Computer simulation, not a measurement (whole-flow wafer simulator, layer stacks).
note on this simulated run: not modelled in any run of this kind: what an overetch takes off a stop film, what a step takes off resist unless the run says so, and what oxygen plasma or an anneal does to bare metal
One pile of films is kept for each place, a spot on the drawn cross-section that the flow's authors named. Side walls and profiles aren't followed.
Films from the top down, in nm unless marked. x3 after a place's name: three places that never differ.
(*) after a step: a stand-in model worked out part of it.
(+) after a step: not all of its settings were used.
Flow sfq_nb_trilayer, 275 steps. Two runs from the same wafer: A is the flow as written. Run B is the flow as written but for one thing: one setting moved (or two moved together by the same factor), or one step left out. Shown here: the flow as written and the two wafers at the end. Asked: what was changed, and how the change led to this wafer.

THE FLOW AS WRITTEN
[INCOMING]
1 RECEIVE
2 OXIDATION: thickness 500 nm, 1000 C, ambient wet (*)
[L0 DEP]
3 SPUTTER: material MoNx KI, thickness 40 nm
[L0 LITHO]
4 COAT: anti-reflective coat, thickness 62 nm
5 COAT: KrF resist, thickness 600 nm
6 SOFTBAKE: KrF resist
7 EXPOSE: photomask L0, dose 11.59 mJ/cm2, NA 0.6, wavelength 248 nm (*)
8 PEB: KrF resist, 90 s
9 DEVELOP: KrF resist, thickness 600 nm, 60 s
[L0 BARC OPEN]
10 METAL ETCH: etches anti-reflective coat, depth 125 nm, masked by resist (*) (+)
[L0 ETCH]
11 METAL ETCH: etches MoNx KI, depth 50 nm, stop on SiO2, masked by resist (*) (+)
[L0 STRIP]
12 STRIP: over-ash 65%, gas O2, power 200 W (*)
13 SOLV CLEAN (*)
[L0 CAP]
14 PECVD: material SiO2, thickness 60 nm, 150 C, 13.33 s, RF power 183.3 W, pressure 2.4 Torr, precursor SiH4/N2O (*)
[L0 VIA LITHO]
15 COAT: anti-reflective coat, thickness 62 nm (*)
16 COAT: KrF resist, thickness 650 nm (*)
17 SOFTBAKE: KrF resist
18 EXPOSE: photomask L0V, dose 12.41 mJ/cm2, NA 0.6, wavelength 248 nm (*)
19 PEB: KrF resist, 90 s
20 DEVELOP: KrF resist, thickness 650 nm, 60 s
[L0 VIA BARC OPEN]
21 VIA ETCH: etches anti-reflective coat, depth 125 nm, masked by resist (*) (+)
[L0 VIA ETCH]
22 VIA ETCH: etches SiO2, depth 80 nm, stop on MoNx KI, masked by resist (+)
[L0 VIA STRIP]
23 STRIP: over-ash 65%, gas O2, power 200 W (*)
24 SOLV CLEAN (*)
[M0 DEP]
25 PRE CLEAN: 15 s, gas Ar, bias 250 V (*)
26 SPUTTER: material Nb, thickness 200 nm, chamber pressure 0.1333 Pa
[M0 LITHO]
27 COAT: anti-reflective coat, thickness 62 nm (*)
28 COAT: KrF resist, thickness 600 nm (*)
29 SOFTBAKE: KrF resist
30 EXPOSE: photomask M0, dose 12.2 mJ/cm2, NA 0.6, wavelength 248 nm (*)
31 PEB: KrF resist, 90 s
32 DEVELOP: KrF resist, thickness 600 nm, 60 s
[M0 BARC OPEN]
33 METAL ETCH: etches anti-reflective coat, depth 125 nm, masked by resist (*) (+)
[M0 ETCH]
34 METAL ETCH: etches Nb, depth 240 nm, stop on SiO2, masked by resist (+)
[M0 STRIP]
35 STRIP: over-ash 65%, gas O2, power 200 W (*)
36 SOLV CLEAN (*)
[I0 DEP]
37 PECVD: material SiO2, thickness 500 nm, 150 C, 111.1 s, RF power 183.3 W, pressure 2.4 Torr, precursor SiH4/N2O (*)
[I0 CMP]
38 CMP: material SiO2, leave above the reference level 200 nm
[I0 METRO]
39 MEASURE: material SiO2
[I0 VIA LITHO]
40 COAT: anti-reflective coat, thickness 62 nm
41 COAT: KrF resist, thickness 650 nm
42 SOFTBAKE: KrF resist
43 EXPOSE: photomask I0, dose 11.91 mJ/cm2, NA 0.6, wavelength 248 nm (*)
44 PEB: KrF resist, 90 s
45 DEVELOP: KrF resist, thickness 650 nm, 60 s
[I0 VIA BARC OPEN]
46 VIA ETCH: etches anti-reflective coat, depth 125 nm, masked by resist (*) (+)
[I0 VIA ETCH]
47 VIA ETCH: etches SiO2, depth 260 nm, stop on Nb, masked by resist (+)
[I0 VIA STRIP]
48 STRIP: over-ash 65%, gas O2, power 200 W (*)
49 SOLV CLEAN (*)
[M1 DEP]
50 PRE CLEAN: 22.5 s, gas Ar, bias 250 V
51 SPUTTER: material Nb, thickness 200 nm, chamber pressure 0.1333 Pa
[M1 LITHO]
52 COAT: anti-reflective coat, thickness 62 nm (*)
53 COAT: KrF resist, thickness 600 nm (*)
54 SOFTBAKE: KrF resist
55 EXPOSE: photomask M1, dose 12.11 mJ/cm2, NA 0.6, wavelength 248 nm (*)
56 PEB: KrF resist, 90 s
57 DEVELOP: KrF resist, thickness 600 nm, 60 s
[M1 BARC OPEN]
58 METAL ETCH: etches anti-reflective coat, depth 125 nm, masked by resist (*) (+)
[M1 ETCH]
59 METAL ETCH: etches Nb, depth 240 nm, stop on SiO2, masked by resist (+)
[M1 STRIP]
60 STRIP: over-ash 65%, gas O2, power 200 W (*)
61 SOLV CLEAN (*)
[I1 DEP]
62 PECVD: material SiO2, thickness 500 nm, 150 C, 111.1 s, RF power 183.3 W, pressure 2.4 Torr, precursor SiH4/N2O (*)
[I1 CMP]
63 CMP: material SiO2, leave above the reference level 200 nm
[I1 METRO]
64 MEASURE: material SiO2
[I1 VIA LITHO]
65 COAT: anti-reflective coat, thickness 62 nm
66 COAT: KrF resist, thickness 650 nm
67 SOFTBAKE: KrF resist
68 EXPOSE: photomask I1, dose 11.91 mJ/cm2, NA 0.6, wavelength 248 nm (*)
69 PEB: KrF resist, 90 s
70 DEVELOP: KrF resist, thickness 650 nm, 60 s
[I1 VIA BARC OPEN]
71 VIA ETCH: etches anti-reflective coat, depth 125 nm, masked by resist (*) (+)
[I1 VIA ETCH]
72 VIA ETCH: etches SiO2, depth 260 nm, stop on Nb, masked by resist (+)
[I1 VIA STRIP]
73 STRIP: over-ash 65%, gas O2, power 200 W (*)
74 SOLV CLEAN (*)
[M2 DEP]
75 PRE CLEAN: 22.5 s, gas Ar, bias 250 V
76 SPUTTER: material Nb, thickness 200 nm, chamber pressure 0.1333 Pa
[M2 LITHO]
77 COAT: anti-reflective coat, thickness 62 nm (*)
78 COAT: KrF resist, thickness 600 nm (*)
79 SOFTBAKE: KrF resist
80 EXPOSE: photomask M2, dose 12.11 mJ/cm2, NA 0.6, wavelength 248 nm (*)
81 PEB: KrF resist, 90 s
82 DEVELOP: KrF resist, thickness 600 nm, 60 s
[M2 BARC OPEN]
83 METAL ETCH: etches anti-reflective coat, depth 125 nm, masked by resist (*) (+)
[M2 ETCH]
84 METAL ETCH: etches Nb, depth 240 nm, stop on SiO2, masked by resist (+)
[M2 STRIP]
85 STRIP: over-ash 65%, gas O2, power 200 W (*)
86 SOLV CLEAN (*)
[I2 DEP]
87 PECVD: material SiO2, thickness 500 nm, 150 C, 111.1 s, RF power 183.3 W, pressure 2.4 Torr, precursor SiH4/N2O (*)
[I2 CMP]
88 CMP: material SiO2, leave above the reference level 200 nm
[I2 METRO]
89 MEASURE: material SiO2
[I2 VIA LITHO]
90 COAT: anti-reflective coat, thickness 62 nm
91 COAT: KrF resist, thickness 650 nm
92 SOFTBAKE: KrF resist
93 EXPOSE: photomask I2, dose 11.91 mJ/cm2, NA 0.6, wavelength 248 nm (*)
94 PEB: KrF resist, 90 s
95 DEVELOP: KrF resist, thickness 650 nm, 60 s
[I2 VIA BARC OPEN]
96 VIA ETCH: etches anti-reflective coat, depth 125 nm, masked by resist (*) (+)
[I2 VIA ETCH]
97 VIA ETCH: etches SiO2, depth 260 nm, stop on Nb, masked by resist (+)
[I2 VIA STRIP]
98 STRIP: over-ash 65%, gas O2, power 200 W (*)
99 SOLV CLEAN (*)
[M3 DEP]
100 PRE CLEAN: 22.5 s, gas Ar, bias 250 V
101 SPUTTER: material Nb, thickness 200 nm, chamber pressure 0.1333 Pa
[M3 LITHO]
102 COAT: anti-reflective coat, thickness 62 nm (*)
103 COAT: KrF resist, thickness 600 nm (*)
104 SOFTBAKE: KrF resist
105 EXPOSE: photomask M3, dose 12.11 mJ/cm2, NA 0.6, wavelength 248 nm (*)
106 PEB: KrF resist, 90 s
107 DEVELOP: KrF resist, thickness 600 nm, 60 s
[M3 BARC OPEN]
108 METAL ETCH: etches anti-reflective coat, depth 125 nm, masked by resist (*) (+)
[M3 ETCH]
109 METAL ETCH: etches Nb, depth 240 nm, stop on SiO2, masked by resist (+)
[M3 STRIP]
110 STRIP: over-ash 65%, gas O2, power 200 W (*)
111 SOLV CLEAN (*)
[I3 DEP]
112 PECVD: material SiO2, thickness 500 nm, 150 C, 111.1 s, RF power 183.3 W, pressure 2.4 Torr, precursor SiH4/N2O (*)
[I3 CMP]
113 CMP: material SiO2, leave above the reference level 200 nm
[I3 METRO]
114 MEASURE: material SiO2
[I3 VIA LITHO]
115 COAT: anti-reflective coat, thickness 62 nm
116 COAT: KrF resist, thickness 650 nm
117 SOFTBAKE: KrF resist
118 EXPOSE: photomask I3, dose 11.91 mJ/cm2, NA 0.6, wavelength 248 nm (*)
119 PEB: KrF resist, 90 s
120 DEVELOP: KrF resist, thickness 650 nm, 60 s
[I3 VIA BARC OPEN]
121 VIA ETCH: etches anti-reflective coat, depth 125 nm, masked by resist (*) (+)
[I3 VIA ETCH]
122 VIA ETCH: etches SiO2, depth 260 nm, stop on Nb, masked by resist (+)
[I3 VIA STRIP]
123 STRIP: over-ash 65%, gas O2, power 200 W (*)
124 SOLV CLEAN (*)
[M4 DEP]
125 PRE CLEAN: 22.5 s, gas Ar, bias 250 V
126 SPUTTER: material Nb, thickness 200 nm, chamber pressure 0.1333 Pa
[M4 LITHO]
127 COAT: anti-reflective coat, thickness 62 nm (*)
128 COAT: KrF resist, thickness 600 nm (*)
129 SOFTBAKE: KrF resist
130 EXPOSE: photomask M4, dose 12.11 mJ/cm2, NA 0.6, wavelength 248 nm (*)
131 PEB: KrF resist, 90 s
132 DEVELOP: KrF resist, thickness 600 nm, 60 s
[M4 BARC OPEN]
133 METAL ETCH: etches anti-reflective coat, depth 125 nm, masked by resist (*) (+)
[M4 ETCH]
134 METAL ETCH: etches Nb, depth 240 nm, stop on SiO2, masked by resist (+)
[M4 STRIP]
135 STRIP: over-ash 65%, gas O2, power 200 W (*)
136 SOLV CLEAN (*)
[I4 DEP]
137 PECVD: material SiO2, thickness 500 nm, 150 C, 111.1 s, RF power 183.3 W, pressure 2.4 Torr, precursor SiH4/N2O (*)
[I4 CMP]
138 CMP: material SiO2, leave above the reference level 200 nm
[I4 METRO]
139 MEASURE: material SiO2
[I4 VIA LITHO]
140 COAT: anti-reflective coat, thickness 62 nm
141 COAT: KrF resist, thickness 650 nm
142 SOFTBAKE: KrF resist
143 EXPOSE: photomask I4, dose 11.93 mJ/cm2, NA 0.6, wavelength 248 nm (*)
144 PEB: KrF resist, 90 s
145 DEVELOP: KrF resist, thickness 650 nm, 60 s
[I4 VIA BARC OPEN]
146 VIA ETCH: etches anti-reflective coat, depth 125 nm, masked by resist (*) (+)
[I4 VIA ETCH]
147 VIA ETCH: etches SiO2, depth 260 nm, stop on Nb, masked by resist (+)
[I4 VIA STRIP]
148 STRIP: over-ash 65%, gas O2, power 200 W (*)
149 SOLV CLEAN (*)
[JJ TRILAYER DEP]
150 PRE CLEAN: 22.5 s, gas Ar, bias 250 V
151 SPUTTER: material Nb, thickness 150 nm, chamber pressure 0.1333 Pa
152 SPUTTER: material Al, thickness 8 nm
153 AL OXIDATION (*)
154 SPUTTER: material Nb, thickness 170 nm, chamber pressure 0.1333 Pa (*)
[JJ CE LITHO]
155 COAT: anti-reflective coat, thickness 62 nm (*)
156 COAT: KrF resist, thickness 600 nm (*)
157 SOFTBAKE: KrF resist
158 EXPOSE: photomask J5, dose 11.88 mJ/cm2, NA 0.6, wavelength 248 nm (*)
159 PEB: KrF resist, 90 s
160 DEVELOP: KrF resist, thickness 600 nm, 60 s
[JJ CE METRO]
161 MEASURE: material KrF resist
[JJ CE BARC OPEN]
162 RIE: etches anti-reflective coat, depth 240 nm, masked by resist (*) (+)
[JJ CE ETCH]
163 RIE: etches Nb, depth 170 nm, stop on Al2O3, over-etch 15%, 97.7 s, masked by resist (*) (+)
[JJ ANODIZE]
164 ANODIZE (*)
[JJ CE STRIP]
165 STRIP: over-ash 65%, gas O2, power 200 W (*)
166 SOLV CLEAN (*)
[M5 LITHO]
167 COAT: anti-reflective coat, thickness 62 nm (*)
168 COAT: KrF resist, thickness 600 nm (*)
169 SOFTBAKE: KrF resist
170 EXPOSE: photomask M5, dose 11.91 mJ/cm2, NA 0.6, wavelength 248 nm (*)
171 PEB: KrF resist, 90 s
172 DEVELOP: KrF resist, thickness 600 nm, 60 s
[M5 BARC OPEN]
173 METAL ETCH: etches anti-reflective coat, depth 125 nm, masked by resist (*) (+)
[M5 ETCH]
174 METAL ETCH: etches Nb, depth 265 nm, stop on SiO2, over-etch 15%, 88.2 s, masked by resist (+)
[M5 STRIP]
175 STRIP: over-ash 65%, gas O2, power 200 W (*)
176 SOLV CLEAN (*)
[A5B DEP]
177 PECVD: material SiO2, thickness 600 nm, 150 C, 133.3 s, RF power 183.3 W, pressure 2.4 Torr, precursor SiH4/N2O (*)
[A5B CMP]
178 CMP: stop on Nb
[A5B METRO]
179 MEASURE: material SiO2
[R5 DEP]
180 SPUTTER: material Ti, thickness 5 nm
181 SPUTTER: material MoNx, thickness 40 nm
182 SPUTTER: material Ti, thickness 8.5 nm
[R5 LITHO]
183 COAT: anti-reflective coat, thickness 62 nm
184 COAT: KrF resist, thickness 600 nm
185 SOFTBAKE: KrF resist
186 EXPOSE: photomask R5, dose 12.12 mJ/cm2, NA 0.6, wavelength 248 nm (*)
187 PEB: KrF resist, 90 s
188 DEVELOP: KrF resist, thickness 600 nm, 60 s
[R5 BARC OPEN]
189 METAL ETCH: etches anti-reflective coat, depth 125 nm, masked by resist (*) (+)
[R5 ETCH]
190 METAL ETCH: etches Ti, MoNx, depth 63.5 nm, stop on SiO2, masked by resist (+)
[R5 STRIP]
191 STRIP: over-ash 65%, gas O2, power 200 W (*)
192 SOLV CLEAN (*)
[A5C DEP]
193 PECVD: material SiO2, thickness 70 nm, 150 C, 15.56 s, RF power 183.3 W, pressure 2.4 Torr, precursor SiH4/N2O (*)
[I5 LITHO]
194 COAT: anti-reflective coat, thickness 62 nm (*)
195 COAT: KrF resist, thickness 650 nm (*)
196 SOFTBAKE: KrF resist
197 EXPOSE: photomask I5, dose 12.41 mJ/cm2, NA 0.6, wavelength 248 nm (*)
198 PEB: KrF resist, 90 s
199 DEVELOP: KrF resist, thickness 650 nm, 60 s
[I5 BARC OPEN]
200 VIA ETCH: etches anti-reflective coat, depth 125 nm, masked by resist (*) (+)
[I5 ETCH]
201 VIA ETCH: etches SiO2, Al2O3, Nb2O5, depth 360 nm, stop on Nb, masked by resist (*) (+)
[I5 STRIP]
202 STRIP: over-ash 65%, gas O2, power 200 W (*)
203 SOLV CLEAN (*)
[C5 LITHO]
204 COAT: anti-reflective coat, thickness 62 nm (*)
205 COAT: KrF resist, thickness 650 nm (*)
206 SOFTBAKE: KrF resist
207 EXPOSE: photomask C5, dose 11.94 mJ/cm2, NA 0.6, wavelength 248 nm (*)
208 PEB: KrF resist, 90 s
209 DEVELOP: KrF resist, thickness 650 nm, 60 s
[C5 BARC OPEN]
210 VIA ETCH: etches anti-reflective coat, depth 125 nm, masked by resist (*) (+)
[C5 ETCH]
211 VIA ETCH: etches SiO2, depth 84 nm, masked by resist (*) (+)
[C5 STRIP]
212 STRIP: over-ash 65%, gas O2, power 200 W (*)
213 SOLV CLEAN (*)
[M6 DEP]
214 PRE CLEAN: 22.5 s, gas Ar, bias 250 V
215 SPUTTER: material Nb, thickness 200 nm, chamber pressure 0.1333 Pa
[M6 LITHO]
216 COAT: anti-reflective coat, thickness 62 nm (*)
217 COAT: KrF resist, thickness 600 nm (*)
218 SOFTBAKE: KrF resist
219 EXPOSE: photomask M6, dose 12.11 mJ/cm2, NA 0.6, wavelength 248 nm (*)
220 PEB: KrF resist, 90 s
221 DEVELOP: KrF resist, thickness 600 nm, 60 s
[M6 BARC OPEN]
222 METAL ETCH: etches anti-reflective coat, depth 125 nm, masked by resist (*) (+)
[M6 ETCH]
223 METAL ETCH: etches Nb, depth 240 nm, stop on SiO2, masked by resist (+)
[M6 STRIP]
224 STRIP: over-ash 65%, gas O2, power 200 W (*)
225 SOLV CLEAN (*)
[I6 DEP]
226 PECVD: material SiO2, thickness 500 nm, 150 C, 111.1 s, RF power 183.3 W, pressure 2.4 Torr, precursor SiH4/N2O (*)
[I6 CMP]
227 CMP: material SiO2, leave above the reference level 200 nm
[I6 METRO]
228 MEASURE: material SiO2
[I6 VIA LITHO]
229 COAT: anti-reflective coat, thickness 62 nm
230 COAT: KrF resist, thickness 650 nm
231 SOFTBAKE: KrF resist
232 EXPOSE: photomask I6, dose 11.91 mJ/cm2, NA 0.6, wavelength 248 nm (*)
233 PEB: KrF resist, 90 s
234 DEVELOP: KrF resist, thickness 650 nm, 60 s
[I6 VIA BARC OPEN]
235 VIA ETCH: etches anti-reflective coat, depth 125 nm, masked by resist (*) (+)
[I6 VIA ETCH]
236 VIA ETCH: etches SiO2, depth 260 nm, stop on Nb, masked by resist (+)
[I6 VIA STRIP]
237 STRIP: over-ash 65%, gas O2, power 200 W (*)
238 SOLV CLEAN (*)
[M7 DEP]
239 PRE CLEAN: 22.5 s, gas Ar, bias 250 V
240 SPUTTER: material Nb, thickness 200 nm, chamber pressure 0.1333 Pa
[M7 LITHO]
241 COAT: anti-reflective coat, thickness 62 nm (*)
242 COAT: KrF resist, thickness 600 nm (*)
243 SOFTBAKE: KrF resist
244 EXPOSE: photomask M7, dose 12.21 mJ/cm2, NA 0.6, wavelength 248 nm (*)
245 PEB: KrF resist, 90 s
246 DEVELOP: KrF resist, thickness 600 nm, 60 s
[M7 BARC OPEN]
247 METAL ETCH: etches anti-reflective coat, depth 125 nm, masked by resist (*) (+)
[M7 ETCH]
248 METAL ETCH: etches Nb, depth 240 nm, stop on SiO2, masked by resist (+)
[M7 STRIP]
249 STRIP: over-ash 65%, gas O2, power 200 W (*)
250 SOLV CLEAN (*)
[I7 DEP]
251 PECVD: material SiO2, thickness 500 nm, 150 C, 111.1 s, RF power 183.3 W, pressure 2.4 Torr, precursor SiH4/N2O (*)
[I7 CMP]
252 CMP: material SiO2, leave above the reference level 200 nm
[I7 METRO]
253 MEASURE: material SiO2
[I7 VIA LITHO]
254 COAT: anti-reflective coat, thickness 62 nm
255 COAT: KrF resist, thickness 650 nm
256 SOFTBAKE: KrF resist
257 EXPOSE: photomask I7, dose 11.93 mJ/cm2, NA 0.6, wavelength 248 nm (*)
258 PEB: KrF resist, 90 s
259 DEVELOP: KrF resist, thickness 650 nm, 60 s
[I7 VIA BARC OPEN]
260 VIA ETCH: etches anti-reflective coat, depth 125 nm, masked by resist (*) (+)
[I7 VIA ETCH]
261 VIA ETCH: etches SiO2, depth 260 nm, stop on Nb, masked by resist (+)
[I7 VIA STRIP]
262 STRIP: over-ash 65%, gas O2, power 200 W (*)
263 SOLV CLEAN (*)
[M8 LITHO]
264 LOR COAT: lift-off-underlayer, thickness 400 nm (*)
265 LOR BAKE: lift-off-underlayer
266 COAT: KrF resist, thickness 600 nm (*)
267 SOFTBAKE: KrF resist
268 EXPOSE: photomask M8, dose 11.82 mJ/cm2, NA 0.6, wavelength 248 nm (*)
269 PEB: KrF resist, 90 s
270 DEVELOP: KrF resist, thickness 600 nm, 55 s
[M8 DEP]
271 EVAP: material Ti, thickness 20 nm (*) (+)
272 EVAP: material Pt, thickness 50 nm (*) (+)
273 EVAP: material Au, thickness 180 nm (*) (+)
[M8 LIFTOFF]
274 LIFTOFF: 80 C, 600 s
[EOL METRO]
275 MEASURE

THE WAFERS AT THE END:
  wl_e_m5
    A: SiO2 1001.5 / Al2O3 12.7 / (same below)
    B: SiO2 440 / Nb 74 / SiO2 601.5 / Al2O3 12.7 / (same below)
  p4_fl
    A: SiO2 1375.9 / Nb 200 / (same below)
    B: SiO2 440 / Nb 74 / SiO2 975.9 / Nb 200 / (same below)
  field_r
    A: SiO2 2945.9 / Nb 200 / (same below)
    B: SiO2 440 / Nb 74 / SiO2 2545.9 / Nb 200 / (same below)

The cause: step 240, SPUTTER: thickness 314 nm was run, where the flow has thickness 200 nm.

How the change led to this, step by step:
  240 SPUTTER: material Nb, thickness 200 nm, chamber pressure 0.1333 Pa
      field_l, v_sur, via_wl and 102 more: A Nb +200 (new film) | B Nb +314 (new film)
      via_v: A Nb +161.1 | B Nb +253.7
  241 COAT: anti-reflective coat, thickness 62 nm (*)
      via_v: A anti-reflective coat +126 (new film) | B anti-reflective coat +130.2 (new film)
  248 METAL ETCH: etches Nb, depth 240 nm, stop on SiO2, masked by resist (+)
      field_l, field_r, lsp_l and 62 more: A Nb -200 (all of it) | B Nb -240
  249 STRIP: over-ash 65%, gas O2, power 200 W (*)
      via_v: A KrF resist -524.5 (all of it), anti-reflective coat -126 (all of it) | B KrF resist -538.7 (all of it), anti-reflective coat -130.2 (all of it)
  251 PECVD: material SiO2, thickness 500 nm, 150 C, 111.1 s, RF power 183.3 W, pressure 2.4 Torr, precursor SiH4/N2O (*)
      field_l, p4_fl, p4_fm and 56 more: A SiO2 +500 | B SiO2 +500 (new film)
      field_r, lsp_l: A SiO2 +477.7 | B SiO2 +473.2 (new film)
      (and at 4 more places)
  252 CMP: material SiO2, leave above the reference level 200 nm
      field_l, p4_fl, p4_fm and 56 more: A SiO2 -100 | B SiO2 -60
      field_r, lsp_l: A SiO2 -77.7 | B SiO2 -33.2
      (and at 3 more places)
Counting metal films that touch as one body, wl_e_m5 has 7 bodies (between them, from the top down: SiO2 601.5 / Al2O3 12.7 / Nb2O5 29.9; SiO2 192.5; SiO2 192.5; SiO2 192.5; SiO2 192.5; SiO2 192.5); the flow as written gives 6 bodies (between them, from the top down: SiO2 192.5; SiO2 192.5; SiO2 192.5; SiO2 192.5; SiO2 192.5).
Counting metal films that touch as one body, p4_fl has 3 bodies (between them, from the top down: SiO2 975.9; SiO2 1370); the flow as written gives 2 bodies (between them, from the top down: SiO2 1370).
Counting metal films that touch as one body, field_r has 2 bodies (between them, from the top down: SiO2 2545.9); the flow as written gives 1 body.
